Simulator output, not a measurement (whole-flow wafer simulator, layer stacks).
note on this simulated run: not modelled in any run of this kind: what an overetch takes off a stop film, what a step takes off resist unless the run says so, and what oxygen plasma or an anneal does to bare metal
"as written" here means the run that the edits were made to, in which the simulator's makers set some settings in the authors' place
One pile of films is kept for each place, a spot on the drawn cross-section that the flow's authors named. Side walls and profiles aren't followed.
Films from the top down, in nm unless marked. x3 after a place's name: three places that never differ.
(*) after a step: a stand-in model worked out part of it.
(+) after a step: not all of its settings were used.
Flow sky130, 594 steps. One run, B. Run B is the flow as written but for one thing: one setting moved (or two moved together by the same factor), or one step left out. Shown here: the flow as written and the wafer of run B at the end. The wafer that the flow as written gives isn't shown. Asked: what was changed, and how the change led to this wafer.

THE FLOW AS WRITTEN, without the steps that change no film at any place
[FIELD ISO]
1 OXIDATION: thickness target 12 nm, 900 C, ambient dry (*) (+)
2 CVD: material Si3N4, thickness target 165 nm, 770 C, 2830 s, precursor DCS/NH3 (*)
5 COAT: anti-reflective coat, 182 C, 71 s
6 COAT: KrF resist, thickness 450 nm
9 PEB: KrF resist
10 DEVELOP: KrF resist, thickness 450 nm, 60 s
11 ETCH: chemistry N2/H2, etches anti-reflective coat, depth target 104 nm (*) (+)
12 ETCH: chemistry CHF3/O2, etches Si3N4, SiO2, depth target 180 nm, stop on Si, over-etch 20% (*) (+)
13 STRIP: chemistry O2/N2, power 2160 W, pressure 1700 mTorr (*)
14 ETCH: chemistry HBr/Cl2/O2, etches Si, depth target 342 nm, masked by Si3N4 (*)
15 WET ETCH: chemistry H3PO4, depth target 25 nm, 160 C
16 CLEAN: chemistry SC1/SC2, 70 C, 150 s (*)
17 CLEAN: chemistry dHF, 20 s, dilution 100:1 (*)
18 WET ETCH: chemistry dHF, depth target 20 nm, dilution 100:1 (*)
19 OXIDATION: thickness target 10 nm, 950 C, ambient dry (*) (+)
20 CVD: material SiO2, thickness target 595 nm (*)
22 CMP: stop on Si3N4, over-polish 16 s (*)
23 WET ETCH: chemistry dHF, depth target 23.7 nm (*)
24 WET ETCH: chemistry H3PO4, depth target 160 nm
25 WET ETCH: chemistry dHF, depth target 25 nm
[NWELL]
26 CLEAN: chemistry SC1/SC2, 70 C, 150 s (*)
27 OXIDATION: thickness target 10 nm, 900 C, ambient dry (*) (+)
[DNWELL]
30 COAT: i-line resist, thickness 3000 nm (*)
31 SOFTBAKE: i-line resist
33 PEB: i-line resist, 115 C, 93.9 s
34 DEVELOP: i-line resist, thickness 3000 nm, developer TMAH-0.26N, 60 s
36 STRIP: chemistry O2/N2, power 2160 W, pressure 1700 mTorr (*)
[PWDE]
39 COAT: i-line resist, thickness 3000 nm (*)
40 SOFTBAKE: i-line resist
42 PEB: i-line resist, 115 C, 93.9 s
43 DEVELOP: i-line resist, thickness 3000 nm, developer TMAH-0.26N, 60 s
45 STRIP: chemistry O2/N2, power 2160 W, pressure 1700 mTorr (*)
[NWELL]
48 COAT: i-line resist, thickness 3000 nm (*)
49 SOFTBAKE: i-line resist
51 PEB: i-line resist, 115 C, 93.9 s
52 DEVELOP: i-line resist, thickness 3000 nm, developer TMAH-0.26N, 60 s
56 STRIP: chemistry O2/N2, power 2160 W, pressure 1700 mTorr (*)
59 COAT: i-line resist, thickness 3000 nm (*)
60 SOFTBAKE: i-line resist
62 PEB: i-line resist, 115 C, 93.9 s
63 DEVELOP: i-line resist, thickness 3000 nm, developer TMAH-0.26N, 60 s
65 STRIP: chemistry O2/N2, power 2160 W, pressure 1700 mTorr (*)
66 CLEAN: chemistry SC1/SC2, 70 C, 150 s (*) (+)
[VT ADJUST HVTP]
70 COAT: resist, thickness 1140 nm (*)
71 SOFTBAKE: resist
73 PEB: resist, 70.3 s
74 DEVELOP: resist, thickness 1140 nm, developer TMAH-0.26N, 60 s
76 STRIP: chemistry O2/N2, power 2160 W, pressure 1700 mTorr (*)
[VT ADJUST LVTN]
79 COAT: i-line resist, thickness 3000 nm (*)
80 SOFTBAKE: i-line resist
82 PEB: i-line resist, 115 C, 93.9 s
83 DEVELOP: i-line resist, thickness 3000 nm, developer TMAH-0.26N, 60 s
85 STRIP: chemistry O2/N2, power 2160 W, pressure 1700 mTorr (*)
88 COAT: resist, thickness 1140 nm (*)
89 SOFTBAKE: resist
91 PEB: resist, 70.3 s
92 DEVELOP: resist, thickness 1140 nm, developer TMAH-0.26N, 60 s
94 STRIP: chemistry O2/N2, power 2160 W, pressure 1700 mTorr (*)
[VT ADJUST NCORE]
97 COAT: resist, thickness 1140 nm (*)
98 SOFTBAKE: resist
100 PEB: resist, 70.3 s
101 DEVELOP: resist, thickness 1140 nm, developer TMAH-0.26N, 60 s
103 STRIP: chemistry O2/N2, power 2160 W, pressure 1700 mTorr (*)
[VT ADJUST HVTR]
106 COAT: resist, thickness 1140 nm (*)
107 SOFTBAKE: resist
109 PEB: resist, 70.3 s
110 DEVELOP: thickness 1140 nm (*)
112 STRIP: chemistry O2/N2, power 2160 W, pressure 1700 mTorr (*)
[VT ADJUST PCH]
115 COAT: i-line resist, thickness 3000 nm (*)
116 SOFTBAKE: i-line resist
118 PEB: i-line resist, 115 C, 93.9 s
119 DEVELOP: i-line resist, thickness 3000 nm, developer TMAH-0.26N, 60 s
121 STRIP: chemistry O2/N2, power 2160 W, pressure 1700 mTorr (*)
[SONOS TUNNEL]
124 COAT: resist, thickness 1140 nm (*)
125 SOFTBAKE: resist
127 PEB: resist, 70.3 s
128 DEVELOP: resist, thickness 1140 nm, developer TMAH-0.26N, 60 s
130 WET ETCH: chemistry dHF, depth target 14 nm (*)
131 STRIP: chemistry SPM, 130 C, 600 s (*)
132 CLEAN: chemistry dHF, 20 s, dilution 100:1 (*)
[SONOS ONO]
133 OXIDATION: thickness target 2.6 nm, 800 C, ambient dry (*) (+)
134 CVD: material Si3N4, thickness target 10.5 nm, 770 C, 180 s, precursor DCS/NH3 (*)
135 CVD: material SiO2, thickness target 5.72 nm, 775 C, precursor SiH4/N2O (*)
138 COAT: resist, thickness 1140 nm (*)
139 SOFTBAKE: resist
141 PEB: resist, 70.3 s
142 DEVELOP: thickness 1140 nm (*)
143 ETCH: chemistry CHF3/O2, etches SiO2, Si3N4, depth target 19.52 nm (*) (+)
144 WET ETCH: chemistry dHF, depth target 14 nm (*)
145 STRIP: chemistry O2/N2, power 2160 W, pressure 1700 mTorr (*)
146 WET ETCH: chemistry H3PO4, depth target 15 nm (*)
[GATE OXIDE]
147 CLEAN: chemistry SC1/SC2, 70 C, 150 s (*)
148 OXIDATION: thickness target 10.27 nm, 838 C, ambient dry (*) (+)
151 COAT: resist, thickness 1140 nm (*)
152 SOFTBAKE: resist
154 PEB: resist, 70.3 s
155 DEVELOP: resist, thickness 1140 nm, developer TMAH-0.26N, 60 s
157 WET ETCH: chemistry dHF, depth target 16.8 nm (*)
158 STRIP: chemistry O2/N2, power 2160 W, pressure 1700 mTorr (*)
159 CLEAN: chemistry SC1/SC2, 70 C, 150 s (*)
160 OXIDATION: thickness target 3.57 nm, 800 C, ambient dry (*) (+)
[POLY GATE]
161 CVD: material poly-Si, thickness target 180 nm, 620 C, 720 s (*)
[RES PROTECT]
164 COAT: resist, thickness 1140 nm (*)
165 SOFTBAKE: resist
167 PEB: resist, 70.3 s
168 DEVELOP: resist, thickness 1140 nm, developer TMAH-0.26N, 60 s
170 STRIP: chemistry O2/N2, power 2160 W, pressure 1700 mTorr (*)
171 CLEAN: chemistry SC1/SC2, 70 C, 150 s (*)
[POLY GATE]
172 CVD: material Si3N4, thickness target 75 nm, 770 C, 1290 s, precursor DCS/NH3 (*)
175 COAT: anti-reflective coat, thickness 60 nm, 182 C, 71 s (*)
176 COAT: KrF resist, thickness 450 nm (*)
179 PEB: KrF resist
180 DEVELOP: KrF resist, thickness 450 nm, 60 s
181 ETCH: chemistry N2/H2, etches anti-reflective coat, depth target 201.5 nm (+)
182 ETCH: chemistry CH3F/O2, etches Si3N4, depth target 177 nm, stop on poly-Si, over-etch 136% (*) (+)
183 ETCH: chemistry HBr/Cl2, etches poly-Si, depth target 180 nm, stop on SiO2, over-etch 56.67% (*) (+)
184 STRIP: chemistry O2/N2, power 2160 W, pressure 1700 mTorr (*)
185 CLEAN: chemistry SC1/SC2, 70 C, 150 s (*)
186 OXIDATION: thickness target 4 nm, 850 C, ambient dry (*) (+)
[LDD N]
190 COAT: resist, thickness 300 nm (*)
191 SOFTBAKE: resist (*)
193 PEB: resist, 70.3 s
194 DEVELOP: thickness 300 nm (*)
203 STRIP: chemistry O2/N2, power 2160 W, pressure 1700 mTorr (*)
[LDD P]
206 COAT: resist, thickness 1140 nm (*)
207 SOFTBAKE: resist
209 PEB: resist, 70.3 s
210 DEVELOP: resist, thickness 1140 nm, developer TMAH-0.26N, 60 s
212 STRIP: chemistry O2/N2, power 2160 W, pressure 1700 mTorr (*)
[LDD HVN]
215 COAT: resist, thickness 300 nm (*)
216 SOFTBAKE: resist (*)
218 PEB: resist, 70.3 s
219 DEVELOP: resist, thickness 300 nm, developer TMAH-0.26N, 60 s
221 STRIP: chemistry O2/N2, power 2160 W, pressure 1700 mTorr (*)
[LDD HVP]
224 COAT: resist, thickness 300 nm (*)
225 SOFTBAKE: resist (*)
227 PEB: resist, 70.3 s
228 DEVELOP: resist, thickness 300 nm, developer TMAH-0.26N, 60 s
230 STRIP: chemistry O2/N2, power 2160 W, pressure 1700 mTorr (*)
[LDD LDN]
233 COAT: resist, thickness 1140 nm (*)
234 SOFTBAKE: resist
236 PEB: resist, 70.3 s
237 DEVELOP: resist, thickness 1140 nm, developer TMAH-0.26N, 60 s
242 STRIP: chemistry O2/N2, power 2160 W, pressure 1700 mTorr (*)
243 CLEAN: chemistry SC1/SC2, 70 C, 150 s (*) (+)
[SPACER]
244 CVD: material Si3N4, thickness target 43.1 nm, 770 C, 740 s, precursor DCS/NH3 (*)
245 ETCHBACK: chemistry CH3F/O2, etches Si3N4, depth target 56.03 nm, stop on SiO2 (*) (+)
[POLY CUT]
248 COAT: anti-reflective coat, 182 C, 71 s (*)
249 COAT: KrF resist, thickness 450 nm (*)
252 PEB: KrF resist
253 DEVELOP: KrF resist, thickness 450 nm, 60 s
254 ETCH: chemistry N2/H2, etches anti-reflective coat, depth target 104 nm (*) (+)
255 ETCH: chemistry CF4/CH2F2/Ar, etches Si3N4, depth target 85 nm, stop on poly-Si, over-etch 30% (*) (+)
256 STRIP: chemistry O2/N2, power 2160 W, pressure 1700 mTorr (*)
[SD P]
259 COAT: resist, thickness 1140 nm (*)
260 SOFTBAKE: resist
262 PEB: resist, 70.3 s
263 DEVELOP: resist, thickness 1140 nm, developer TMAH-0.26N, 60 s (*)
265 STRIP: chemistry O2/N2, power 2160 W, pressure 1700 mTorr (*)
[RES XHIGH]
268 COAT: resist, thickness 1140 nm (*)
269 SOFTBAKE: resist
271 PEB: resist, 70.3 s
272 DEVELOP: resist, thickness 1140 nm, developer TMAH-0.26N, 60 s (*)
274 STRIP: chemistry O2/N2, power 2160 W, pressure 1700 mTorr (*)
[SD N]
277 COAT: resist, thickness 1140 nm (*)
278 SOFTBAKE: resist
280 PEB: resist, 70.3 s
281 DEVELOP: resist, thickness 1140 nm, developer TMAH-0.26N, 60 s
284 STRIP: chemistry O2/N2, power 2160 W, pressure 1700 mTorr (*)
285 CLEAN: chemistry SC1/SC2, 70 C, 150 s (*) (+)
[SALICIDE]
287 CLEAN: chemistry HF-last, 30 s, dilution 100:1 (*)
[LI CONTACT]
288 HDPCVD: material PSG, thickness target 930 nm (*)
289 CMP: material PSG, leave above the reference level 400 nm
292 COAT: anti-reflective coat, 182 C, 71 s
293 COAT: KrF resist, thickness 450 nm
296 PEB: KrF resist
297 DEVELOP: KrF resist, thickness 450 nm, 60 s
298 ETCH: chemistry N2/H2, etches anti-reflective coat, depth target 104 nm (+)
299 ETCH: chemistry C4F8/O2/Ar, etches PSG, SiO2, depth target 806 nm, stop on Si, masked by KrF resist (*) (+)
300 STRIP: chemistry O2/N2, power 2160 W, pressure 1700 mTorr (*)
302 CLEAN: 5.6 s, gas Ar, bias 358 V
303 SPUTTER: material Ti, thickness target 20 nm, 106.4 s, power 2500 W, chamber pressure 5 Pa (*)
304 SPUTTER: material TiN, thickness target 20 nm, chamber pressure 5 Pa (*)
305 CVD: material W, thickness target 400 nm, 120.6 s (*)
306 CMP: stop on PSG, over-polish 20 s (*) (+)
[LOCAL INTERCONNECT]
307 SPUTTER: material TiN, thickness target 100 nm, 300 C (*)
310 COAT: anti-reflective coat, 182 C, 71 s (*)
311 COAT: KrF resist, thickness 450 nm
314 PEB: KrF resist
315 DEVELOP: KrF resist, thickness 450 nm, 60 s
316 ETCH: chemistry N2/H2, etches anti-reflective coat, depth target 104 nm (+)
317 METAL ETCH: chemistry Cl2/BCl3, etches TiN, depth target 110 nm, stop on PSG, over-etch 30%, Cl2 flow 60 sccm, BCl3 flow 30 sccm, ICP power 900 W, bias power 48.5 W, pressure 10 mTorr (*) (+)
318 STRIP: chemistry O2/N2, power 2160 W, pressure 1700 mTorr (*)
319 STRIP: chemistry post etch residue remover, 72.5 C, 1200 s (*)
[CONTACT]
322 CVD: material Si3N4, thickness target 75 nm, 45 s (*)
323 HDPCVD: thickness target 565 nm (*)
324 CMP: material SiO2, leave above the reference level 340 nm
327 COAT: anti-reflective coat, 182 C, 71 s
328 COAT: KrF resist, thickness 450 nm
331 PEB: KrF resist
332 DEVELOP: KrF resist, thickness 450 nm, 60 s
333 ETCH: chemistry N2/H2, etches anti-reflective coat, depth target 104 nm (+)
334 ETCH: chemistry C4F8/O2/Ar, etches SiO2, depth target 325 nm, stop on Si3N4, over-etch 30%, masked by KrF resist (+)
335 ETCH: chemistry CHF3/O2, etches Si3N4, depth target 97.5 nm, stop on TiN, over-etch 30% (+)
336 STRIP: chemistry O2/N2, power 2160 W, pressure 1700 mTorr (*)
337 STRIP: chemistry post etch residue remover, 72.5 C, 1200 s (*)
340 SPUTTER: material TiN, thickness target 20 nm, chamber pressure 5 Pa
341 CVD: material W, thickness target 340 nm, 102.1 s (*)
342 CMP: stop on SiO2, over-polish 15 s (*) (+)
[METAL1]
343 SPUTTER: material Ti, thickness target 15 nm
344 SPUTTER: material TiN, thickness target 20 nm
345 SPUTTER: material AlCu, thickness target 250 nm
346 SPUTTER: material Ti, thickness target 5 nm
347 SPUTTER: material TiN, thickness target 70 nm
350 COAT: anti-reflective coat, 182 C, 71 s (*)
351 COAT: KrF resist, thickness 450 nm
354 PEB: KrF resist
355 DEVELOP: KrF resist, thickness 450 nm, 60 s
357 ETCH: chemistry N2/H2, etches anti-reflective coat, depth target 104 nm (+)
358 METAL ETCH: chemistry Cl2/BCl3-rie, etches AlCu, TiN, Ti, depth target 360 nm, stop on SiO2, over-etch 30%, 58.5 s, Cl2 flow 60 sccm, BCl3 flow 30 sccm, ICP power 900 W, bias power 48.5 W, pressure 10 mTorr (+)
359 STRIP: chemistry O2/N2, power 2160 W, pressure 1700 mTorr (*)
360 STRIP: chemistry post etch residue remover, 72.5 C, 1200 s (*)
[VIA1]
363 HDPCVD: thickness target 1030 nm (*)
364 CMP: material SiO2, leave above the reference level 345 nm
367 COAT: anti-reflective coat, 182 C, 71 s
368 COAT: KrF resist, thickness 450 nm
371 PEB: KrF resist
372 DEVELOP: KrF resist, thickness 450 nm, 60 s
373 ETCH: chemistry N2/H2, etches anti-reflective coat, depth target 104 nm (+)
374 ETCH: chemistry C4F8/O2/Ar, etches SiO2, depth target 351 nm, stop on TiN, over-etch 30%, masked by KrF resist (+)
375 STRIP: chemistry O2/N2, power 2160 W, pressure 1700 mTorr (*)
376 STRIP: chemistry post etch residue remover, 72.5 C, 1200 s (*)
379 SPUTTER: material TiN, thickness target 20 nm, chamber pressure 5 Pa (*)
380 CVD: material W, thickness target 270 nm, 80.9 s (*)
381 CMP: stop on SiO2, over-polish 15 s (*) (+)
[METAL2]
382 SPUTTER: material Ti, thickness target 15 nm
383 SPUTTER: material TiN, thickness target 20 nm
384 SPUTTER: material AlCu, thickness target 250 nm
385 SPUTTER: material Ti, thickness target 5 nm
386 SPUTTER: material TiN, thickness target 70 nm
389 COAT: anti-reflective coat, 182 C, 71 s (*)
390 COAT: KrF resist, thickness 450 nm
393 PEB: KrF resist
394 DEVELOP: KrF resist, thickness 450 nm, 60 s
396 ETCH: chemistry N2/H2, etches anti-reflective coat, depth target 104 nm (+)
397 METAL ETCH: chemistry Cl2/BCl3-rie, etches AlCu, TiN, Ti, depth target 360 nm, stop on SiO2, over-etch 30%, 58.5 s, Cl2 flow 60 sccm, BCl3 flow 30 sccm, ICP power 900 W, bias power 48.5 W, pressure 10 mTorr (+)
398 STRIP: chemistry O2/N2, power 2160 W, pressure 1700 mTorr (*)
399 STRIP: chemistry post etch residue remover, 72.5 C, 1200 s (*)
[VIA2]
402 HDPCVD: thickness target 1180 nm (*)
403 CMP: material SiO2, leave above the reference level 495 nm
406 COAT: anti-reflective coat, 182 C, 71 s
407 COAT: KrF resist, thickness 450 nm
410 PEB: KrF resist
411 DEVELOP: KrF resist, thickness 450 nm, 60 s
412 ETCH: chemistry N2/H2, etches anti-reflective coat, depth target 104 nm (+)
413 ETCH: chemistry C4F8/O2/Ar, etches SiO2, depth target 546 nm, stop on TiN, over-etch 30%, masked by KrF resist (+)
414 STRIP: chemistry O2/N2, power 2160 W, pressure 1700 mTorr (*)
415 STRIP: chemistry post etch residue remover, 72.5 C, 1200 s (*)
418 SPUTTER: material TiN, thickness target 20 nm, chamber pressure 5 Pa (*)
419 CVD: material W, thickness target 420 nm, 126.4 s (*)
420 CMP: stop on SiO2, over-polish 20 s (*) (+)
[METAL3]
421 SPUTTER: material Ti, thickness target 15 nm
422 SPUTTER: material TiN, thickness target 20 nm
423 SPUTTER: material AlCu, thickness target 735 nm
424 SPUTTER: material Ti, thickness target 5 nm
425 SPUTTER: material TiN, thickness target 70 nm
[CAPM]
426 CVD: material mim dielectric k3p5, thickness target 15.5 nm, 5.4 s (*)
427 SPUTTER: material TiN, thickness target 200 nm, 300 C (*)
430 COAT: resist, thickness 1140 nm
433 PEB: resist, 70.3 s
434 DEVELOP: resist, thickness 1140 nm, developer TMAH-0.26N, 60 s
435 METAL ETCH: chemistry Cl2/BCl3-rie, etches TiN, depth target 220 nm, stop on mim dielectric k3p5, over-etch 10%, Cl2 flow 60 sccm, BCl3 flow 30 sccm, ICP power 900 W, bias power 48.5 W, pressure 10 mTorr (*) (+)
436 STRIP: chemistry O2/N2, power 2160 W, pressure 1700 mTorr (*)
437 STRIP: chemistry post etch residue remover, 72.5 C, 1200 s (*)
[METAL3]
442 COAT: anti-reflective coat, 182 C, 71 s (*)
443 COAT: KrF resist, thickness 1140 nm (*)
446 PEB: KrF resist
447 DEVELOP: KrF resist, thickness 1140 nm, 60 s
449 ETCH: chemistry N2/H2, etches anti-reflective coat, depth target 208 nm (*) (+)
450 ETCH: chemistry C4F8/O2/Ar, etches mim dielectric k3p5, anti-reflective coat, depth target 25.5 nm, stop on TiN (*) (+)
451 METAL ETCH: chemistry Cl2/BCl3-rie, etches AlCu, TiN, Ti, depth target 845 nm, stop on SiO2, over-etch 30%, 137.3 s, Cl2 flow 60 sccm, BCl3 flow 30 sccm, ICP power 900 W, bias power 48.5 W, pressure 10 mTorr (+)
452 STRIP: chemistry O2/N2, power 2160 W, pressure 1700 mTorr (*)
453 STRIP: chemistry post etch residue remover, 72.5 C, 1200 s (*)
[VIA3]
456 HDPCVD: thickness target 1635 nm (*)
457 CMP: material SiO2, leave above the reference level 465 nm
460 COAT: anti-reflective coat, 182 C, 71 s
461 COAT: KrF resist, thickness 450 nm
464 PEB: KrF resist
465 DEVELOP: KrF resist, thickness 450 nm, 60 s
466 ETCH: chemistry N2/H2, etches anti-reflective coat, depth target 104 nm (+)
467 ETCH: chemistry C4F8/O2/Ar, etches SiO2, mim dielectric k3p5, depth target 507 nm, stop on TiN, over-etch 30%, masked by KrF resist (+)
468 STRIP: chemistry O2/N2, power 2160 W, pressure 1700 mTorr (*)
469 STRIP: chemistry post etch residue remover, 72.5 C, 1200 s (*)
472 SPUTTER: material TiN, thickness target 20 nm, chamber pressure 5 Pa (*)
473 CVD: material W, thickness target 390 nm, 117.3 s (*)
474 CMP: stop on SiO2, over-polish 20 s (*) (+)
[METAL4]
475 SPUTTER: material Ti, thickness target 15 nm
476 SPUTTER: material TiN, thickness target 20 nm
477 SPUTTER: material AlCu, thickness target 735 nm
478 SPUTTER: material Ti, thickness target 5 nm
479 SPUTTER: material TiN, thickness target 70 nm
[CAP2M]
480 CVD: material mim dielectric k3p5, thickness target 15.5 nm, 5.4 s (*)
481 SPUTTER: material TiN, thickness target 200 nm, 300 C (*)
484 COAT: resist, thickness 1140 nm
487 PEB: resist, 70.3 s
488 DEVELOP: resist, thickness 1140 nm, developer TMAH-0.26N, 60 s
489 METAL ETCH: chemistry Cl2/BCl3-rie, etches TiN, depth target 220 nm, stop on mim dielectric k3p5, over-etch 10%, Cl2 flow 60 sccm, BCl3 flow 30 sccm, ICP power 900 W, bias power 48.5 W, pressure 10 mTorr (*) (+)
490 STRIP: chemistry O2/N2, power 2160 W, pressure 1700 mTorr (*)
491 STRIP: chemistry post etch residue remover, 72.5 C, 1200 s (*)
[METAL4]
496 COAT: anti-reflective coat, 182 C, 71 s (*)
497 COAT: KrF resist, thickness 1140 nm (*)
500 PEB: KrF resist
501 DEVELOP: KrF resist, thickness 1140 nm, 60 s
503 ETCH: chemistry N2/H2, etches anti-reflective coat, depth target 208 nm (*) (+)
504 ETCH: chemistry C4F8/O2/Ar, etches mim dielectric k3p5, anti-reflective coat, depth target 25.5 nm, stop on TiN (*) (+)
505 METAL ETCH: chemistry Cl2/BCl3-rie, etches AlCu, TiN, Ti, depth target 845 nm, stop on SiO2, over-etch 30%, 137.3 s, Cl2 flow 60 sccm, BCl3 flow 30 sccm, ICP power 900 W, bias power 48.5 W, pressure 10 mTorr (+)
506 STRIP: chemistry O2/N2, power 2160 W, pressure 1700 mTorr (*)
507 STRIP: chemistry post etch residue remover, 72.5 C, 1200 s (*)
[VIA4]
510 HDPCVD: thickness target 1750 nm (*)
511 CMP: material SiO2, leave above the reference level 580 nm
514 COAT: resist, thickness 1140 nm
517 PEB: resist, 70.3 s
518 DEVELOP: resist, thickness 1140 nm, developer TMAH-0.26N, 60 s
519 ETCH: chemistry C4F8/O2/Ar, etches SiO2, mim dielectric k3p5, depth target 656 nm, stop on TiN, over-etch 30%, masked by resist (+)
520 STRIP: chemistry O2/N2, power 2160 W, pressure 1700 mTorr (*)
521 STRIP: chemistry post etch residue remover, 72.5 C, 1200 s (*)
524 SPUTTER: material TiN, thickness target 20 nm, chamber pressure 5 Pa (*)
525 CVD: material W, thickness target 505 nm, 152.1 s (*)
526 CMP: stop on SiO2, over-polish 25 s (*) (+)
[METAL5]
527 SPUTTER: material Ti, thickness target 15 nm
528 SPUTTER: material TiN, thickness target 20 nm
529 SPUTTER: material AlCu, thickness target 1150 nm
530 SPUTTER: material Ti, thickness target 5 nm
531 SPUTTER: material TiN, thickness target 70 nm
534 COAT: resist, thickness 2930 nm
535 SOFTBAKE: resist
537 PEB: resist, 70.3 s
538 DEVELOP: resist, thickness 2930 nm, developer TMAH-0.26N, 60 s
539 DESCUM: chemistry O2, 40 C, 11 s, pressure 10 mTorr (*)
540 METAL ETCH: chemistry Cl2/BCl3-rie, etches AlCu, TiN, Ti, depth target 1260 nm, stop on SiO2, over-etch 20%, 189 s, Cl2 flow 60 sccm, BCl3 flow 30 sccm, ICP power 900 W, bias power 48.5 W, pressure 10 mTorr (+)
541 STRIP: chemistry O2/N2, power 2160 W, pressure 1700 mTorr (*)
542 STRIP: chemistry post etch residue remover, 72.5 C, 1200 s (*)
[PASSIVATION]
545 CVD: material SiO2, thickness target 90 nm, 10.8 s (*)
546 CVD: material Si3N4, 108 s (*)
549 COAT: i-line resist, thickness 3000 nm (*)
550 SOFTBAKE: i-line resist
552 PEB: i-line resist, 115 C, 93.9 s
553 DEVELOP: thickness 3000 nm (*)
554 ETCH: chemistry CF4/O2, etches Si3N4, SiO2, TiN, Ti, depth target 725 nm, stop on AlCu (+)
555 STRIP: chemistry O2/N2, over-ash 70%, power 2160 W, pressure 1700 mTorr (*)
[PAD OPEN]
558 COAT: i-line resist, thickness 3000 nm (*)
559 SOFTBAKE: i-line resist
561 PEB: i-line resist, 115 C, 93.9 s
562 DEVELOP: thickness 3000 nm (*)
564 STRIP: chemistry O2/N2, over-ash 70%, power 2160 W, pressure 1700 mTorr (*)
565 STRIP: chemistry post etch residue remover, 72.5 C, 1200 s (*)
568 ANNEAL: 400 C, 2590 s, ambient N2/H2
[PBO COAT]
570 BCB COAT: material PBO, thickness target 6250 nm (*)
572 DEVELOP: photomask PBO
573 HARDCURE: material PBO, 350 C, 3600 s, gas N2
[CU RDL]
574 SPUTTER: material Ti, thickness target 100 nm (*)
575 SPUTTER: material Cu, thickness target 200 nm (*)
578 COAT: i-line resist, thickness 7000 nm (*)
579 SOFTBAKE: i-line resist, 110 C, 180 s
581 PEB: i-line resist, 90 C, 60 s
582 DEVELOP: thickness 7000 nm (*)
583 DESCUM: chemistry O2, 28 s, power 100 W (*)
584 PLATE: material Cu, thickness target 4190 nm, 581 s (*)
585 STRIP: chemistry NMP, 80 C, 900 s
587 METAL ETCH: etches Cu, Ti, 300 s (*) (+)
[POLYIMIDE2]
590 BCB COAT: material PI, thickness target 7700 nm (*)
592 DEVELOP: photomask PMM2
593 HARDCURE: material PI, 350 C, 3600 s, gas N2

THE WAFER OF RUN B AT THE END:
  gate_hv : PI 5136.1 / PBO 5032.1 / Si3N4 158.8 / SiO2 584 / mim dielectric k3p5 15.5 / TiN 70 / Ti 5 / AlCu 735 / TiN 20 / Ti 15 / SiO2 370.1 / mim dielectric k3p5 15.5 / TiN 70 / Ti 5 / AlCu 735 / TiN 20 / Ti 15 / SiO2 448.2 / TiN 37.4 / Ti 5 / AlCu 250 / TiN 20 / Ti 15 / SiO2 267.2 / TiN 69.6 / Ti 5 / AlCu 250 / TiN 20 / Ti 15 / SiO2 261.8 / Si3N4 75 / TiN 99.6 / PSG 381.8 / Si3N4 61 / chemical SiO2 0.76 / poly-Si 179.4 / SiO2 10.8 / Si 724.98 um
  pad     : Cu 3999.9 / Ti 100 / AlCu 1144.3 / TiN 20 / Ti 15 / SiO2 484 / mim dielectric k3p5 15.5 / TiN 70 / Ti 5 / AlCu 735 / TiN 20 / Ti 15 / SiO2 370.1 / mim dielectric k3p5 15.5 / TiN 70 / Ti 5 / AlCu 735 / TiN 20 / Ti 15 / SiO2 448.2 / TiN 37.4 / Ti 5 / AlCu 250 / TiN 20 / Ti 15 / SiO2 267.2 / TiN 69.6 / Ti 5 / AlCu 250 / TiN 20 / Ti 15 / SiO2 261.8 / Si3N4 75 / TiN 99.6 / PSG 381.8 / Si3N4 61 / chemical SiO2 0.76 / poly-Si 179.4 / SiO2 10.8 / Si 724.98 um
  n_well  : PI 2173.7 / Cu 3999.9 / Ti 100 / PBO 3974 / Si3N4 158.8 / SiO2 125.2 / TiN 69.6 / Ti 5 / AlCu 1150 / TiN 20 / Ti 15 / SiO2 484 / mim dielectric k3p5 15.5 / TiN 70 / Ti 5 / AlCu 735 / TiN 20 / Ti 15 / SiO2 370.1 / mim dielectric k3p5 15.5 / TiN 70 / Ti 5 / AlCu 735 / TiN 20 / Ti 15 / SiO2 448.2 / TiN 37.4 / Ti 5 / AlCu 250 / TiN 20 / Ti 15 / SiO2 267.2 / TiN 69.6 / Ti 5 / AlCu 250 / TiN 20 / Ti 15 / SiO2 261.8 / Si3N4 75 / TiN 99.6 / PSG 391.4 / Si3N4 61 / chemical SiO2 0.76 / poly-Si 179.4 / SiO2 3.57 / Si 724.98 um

The cause: step 386, SPUTTER: thickness target 37.8 nm was run, where the flow has thickness target 70 nm.

How the change led to this, step by step:
  386 SPUTTER: material TiN, thickness target 70 nm
      field, active, n_well and 188 more: TiN +37.8 (new film) (as written it would be: TiN +70 (new film))
  397 METAL ETCH: chemistry Cl2/BCl3-rie, etches AlCu, TiN, Ti, depth target 360 nm, stop on SiO2, over-etch 30%, 58.5 s, Cl2 flow 60 sccm, BCl3 flow 30 sccm, ICP power 900 W, bias power 48.5 W, pressure 10 mTorr (+)
      field, active, gate and 82 more: TiN -36.5 (all of it), Ti -5 (all of it), AlCu -250 (all of it), TiN -20 (all of it), Ti -15 (all of it), SiO2 -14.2 (as written it would be: TiN -68.7 (all of it), Ti -5 (all of it), AlCu -250 (all of it), TiN -20 (all of it), Ti -15 (all of it), SiO2 -10.9)
  403 CMP: material SiO2, leave above the reference level 495 nm
      n_well, p_well, gate_hv and 101 more: SiO2 -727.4 (as written it would be: SiO2 -759.6)
      m1, via1_hole: SiO2 -726.9 (as written it would be: SiO2 -759.1)
  413 ETCH: chemistry C4F8/O2/Ar, etches SiO2, depth target 546 nm, stop on TiN, over-etch 30%, masked by KrF resist (+)
      m1: SiO2 -452.5 (all of it) (as written it would be: SiO2 -420.3 (all of it))
      via2_hole: SiO2 -452 (all of it) (as written it would be: SiO2 -419.8 (all of it))
  419 CVD: material W, thickness target 420 nm, 126.4 s (*)
      m1: W +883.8 (new film) (as written it would be: W +851.1 (new film))
      via2_hole: W +883.3 (new film) (as written it would be: W +850.7 (new film))
